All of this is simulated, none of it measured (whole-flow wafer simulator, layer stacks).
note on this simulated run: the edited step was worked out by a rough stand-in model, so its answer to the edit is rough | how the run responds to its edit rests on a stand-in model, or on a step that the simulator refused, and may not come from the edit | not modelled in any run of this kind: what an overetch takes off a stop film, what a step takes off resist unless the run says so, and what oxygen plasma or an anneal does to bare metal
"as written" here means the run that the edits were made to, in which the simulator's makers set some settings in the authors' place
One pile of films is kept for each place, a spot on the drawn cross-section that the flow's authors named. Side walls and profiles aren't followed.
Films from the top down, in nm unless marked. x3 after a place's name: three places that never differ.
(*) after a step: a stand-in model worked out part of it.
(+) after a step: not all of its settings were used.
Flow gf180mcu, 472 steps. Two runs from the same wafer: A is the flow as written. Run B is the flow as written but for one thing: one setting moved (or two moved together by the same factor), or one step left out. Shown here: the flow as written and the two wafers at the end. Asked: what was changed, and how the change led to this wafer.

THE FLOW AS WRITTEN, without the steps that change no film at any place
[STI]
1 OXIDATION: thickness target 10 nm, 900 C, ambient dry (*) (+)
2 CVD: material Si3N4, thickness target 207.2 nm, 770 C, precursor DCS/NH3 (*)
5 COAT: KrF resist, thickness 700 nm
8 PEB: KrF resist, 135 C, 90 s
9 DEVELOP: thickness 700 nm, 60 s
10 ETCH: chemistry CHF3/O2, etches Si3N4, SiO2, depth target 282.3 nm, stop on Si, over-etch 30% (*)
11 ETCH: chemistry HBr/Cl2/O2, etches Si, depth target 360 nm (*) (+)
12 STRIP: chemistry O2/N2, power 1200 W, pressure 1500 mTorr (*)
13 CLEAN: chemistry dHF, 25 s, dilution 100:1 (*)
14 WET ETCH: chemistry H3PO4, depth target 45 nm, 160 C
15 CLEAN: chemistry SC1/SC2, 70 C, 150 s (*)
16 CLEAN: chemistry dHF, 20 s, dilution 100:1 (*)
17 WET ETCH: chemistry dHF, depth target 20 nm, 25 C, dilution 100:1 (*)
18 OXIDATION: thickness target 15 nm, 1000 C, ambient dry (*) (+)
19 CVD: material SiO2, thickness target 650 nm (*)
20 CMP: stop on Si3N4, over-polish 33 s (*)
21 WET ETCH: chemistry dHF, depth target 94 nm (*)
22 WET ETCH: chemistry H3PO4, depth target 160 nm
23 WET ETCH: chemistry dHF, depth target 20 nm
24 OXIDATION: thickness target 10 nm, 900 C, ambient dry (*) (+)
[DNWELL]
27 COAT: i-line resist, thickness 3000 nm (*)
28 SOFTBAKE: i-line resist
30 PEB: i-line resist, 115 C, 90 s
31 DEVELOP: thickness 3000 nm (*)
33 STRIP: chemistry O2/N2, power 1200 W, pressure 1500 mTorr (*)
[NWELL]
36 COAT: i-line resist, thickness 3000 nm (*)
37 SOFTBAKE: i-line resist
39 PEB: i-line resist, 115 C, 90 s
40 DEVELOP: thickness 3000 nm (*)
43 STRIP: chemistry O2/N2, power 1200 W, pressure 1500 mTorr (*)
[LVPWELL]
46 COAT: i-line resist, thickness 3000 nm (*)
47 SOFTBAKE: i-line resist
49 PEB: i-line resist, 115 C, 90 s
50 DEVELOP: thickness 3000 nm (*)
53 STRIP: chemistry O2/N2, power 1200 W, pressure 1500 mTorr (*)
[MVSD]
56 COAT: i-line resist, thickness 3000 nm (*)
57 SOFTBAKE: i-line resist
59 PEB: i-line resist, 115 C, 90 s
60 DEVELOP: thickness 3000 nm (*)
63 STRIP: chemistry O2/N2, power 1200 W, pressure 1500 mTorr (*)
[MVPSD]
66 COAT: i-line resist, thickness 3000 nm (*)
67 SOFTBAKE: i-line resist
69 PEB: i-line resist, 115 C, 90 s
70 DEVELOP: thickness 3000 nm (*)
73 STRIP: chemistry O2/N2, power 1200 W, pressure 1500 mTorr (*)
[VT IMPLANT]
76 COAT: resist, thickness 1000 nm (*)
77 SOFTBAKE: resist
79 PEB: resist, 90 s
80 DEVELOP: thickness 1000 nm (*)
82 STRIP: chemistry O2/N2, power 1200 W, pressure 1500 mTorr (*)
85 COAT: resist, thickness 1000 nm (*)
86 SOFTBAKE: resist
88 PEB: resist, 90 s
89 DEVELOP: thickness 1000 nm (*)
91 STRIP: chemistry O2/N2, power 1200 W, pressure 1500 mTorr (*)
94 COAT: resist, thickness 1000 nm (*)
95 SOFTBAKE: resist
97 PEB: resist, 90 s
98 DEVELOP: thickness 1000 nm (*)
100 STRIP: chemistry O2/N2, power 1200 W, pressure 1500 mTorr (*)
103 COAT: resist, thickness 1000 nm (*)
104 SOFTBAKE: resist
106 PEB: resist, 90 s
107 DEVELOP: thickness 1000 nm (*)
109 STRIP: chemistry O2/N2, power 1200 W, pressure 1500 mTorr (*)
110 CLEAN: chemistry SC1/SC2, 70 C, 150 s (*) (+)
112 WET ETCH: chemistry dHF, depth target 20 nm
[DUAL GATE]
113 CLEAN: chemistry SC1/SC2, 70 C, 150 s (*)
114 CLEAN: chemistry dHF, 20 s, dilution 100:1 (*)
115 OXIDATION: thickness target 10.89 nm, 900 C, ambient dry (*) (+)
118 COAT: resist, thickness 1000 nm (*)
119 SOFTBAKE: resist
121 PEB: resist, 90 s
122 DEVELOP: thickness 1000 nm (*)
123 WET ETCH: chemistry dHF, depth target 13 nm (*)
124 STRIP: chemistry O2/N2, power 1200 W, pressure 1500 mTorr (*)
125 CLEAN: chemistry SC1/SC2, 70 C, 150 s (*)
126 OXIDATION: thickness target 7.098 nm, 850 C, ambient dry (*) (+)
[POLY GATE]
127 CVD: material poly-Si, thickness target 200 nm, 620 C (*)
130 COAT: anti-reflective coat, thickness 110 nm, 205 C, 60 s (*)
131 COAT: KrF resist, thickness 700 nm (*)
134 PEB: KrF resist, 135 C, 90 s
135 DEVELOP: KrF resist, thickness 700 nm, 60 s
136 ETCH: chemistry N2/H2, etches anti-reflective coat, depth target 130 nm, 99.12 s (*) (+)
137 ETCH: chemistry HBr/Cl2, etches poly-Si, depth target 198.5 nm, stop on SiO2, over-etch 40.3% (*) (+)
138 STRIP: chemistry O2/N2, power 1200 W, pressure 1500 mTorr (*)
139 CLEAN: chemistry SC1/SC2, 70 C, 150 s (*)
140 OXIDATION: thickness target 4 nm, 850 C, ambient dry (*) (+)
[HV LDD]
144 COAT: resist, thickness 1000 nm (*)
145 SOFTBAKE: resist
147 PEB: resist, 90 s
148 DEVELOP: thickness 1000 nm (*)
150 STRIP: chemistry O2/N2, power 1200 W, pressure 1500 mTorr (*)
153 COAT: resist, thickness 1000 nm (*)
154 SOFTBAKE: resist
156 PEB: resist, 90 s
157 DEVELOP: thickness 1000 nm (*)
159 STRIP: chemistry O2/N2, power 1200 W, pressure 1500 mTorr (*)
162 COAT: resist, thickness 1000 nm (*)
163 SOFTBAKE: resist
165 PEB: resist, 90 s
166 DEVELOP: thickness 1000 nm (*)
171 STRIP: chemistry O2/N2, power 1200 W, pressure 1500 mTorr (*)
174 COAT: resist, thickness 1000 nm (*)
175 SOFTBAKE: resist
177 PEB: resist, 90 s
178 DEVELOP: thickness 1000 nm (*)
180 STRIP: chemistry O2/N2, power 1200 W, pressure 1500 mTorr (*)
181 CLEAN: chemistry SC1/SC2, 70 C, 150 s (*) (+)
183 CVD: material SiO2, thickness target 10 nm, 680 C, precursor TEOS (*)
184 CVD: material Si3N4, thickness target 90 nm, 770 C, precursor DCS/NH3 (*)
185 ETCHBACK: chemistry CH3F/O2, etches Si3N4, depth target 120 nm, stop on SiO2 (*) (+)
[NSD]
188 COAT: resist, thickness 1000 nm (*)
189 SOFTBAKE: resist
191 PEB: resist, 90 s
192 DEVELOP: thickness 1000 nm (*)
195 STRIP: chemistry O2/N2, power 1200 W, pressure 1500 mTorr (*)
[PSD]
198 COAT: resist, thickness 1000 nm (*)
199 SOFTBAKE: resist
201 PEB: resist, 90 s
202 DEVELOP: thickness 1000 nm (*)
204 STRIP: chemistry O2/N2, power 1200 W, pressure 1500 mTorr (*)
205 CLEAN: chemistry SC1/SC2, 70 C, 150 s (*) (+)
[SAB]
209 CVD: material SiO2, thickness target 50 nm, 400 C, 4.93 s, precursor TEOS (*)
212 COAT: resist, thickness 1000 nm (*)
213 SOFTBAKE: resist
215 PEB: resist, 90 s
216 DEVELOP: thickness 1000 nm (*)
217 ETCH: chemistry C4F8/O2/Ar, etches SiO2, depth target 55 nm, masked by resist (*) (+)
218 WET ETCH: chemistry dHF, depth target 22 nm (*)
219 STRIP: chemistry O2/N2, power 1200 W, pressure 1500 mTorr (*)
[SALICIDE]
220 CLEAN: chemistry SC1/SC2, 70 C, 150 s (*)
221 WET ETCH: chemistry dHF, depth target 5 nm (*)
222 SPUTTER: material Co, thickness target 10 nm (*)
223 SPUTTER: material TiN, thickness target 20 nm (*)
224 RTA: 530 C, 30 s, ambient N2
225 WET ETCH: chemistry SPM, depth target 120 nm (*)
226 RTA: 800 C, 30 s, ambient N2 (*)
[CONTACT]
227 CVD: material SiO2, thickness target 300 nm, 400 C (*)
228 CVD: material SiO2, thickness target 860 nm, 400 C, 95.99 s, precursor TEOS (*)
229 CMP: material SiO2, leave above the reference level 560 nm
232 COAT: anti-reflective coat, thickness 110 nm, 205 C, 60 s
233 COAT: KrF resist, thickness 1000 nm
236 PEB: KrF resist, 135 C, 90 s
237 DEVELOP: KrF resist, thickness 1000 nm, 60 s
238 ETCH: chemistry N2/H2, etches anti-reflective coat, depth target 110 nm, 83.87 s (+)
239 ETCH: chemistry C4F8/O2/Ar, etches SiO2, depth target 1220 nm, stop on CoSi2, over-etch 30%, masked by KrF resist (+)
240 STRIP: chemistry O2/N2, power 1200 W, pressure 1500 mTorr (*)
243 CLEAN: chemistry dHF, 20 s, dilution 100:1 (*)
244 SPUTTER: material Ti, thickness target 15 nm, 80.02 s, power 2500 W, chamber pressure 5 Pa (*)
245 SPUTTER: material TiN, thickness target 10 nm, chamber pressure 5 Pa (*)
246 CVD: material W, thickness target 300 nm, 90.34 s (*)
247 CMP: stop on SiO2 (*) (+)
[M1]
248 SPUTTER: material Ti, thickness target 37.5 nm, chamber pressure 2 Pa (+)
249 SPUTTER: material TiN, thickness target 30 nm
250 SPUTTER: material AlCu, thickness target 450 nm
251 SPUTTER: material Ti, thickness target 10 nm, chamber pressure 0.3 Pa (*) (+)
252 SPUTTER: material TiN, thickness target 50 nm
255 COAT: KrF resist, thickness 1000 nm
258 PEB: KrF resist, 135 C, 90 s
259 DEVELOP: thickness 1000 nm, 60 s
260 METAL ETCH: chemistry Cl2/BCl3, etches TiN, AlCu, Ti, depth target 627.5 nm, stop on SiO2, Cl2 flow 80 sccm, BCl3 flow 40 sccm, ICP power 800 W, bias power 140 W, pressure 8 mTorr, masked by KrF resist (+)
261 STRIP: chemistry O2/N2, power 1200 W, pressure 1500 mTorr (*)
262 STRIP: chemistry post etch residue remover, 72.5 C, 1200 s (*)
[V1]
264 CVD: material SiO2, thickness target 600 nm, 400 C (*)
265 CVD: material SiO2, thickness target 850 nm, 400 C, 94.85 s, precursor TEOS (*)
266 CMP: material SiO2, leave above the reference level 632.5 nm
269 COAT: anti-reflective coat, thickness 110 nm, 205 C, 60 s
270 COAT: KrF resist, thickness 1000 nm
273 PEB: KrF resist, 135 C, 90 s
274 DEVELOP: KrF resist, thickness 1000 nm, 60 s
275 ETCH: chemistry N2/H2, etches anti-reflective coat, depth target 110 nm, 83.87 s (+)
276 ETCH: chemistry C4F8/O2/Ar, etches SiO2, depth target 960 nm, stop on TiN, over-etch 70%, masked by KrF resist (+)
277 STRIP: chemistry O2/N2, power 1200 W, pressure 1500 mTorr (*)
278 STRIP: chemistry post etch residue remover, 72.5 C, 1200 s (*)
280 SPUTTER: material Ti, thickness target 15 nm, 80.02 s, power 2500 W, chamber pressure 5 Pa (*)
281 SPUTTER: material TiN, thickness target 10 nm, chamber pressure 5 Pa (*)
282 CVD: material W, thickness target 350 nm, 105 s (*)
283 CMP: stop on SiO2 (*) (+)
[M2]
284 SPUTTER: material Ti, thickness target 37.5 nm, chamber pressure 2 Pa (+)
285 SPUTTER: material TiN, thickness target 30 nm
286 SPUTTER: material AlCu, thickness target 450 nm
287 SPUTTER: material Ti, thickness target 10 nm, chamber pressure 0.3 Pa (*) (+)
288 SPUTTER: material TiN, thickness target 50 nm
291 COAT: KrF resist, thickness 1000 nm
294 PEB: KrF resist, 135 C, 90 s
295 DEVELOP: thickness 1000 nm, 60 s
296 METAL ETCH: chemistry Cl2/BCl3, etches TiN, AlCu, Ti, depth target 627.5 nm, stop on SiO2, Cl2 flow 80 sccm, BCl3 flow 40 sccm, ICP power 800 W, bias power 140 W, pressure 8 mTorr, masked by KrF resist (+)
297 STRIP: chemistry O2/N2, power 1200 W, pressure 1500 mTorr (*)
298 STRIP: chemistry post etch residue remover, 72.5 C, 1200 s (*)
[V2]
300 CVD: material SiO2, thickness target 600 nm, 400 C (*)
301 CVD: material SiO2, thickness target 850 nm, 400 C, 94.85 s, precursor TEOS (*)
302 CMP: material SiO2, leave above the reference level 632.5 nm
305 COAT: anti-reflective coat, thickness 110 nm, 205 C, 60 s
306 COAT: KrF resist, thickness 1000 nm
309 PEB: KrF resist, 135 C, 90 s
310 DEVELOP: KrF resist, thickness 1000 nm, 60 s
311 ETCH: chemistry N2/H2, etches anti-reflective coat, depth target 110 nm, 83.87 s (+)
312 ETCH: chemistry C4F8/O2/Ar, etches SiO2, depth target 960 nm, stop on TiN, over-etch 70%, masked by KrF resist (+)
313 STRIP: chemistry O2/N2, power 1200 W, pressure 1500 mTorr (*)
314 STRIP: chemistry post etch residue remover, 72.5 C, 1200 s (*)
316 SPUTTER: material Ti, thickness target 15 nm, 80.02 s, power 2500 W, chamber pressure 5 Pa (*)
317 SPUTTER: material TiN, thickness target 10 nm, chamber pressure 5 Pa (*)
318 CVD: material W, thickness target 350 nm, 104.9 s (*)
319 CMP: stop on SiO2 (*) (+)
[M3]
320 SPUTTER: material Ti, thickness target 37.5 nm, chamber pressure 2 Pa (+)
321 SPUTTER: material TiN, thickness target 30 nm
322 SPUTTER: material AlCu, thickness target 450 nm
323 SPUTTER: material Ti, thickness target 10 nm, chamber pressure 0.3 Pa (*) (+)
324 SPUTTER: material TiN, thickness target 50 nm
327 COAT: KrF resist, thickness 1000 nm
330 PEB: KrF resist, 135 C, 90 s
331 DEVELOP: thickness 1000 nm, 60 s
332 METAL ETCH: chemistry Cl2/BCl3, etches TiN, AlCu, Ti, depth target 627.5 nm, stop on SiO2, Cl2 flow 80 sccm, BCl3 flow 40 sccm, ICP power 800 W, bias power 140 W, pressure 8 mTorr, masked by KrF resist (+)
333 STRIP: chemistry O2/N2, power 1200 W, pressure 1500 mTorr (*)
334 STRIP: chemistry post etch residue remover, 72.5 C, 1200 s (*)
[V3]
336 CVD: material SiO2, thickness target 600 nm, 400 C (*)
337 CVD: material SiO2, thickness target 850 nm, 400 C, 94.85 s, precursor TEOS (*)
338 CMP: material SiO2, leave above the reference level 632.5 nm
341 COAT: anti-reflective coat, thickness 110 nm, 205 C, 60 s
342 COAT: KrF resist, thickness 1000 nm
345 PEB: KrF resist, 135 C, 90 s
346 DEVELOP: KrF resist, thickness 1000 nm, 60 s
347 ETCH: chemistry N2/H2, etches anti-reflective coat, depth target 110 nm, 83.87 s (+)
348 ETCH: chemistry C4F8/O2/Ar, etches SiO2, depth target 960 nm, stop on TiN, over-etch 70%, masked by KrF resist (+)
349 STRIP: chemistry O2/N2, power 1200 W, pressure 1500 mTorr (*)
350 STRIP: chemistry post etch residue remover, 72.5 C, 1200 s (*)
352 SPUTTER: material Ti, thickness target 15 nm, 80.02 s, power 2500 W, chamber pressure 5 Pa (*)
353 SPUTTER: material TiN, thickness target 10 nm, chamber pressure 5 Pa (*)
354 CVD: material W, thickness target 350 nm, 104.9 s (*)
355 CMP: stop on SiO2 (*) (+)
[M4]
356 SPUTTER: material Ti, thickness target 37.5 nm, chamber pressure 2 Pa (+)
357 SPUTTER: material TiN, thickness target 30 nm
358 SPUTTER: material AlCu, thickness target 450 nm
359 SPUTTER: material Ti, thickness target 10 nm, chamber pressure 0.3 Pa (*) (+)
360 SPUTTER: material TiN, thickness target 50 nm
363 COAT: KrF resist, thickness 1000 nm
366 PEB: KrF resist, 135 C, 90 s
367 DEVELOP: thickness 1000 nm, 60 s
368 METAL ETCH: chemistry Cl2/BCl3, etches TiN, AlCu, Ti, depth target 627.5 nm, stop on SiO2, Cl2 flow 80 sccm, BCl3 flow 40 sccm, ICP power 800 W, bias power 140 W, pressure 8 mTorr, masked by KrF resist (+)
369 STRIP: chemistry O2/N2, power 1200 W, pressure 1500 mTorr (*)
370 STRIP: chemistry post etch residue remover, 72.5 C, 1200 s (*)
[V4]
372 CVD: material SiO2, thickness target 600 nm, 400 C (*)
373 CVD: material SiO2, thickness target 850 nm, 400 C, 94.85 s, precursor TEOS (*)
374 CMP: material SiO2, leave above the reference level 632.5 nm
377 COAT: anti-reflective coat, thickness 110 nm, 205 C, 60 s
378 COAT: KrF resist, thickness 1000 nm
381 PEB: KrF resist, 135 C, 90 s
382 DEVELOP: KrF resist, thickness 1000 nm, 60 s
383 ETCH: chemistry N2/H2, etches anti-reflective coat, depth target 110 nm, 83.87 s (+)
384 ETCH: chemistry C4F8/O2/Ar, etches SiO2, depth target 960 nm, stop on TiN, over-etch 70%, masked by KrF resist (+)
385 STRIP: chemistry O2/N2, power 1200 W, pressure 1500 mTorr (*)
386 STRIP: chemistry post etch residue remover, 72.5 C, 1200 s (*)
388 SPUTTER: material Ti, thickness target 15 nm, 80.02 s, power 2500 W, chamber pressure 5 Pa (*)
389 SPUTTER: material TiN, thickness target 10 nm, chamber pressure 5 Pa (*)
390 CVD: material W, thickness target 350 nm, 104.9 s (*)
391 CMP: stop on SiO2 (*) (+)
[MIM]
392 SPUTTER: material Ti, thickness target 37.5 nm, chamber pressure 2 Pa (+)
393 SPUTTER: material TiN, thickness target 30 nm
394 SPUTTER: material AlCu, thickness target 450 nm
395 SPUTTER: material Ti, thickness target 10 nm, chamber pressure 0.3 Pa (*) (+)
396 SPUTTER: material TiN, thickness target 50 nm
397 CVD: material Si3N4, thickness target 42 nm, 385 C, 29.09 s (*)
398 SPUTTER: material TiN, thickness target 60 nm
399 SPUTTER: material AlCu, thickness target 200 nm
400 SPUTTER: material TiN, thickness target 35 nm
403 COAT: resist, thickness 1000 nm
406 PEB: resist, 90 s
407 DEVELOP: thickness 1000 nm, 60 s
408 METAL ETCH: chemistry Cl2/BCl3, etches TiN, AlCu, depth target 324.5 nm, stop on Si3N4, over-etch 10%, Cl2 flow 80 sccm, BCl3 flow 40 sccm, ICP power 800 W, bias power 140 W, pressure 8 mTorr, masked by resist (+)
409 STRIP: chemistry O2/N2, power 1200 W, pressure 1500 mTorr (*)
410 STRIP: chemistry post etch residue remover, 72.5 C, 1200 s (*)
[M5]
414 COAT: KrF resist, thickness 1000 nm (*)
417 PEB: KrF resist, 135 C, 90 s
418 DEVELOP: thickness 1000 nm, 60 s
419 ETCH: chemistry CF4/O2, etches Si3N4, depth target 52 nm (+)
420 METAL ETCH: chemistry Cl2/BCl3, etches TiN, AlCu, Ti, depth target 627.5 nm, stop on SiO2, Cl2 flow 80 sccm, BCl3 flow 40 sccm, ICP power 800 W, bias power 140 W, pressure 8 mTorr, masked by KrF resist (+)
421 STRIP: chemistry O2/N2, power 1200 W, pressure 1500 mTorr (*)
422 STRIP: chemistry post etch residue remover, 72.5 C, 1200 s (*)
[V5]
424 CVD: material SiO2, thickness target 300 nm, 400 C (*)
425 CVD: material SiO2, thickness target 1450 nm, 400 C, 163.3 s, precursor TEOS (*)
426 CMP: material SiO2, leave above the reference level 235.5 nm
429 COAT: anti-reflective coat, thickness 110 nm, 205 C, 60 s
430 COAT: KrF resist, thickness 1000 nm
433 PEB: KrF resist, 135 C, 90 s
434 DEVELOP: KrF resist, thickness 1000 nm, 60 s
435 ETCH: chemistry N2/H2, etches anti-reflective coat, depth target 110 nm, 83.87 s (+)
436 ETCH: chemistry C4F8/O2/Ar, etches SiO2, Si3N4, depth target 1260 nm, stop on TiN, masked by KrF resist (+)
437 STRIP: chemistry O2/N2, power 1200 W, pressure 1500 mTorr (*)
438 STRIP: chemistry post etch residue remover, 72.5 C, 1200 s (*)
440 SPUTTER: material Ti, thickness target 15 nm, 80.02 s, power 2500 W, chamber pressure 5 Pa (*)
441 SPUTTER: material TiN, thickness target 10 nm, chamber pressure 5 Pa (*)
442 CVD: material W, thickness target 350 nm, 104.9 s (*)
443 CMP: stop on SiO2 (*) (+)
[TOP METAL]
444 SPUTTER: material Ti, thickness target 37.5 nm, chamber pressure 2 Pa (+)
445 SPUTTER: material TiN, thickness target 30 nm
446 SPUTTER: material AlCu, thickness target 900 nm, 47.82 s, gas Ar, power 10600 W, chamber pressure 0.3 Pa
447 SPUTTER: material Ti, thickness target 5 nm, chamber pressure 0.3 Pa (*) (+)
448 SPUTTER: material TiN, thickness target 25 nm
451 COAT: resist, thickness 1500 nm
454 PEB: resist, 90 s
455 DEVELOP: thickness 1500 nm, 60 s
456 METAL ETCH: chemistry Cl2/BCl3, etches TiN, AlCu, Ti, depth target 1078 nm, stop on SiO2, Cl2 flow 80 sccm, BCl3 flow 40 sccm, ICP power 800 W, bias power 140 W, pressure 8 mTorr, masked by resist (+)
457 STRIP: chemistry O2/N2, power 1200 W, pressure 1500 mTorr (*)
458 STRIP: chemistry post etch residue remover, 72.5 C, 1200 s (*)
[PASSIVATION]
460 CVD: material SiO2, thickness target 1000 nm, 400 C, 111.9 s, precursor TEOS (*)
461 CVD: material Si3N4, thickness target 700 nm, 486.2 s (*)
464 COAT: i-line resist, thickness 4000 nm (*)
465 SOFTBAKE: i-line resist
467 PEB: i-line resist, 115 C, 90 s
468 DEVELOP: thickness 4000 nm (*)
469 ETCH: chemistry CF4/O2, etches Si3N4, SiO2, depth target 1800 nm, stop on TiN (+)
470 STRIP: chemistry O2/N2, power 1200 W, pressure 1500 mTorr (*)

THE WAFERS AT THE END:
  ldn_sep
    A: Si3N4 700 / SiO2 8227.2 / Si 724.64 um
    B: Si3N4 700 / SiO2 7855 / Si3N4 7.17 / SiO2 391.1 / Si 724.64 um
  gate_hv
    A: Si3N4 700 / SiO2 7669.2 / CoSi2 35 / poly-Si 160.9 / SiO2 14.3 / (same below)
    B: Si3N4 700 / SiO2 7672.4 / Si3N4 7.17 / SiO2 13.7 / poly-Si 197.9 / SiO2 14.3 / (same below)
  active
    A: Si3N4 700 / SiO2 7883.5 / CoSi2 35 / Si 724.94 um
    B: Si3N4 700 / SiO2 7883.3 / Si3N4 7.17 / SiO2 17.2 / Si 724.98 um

The cause: step 185, ETCHBACK: depth target 78.67 nm was run, where the flow has depth target 120 nm.

How the change led to this, step by step:
  185 ETCHBACK: chemistry CH3F/O2, etches Si3N4, depth target 120 nm, stop on SiO2 (*) (+)
      field, field__w1, field__w2 and 100 more: A Si3N4 -90 (all of it), SiO2 -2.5 | B Si3N4 -78.7
  189 SOFTBAKE: resist
      field__w9: A resist +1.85 | B resist -1.08
      nw_enc_fld_lv: A resist +0.58 | B resist +1.62
  199 SOFTBAKE: resist
      field__w9: A resist +1.85 | B resist -1.08
      nw_enc_fld_lv: A resist +0.58 | B resist +1.62
  205 CLEAN: chemistry SC1/SC2, 70 C, 150 s (*) (+)
      field, field__w1, field__w2 and 105 more: A SiO2 -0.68 | B nothing
  209 CVD: material SiO2, thickness target 50 nm, 400 C, 4.93 s, precursor TEOS (*)
      field, field__w7, field__w8 and 73 more: A SiO2 +50 | B SiO2 +50 (new film)
      field_sub__w1, field_sub__w3, field_sub__w4, field_sub__w5, ld_drift_n: A SiO2 +48.9 | B SiO2 +48.8 (new film)
      (and at 27 more places)
  217 ETCH: chemistry C4F8/O2/Ar, etches SiO2, depth target 55 nm, masked by resist (*) (+)
      field, field__w7, field__w8 and 70 more: A SiO2 -55 | B SiO2 -50 (all of it), Si3N4 -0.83
      field_sub__w1, field_sub__w3, field_sub__w4, field_sub__w5, ld_drift_n: A SiO2 -55 | B SiO2 -48.8 (all of it), Si3N4 -1.03
      (and at 21 more places)
  218 WET ETCH: chemistry dHF, depth target 22 nm (*)
      gate, gate_hv, gate_p and 23 more: A SiO2 -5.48 (all of it) | B Si3N4 -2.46
      field, field__w10, sti and 14 more: A SiO2 -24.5 | B Si3N4 -2.46
      (and at 56 more places)
  219 STRIP: chemistry O2/N2, power 1200 W, pressure 1500 mTorr (*)
      gate, gate_hv, gate_p and 23 more: A chemical SiO2 +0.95 (new film), poly-Si -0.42 | B nothing
      active, p_well, sd_n and 20 more: A chemical SiO2 +0.95 (new film), Si -0.42 | B nothing
  220 CLEAN: chemistry SC1/SC2, 70 C, 150 s (*)
      field, field__w1, field__w2 and 47 more: A SiO2 -0.68 | B Si3N4 -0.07
  221 WET ETCH: chemistry dHF, depth target 5 nm (*)
      active, p_well, gate and 46 more: A chemical SiO2 -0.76 (all of it) | B Si3N4 -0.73
      field, field__w1, field__w2 and 23 more: A SiO2 -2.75 | B Si3N4 -0.73
      (and at 24 more places)
  224 RTA: 530 C, 30 s, ambient N2
      gate, gate_hv, gate_p and 22 more: A under 1 film: CoSi +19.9 (new film), Co -10 (all of it), poly-Si -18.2 | B nothing
      active, p_well, sd_n and 11 more: A under 1 film: CoSi +19.9 (new film), Co -10 (all of it), Si -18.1 | B nothing
      (and at 10 more places)
  225 WET ETCH: chemistry SPM, depth target 120 nm (*)
      active, p_well, gate and 36 more: A TiN -20 (all of it) | B TiN -20 (all of it), Co -10 (all of it)
      sd_p: A TiN -17.9 (all of it) | B TiN -18.3 (all of it), Co -9.24 (all of it)
      (and at 9 more places)
  226 RTA: 800 C, 30 s, ambient N2 (*)
      gate, gate_hv, gate_p and 22 more: A CoSi2 +35 (new film), CoSi -19.9 (all of it), poly-Si -18.2 | B nothing
      active, p_well, sd_n and 11 more: A CoSi2 +35 (new film), CoSi -19.9 (all of it), Si -18.1 | B nothing
      (and at 10 more places)
  227 CVD: material SiO2, thickness target 300 nm, 400 C (*)
      field, field__w1, field__w2 and 47 more: A SiO2 +300 | B SiO2 +300 (new film)
  228 CVD: material SiO2, thickness target 860 nm, 400 C, 95.99 s, precursor TEOS (*)
      ld_drift_p: A SiO2 +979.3 | B SiO2 +958.6
  229 CMP: material SiO2, leave above the reference level 560 nm
      ldn_sep__w1, ldn_sep__w2, ldn_dft and 8 more: A SiO2 -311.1 | B SiO2 -328.4
      sti, mim_1p0, pad, dice_street, iso_nw_fld, iso_fld_sub: A SiO2 -297 | B SiO2 -314.1
      (and at 57 more places)
  ... 4 more steps ...
  471 ANNEAL: 400 C, 1800 s, ambient N2/H2
      polyc_n, polyc_p: A nothing | B under 9 films: void +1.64 (new film), Ti -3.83, TiSi first +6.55 (new film), poly-Si -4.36
      contact: A nothing | B under 49 films: void +1.62 (new film), Ti -3.83, TiSi first +6.55 (new film), Si -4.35
Counting metal films that touch as one body, gate_hv has 0 bodies; the flow as written gives 1 body.
Counting metal films that touch as one body, active has 0 bodies; the flow as written gives 1 body.
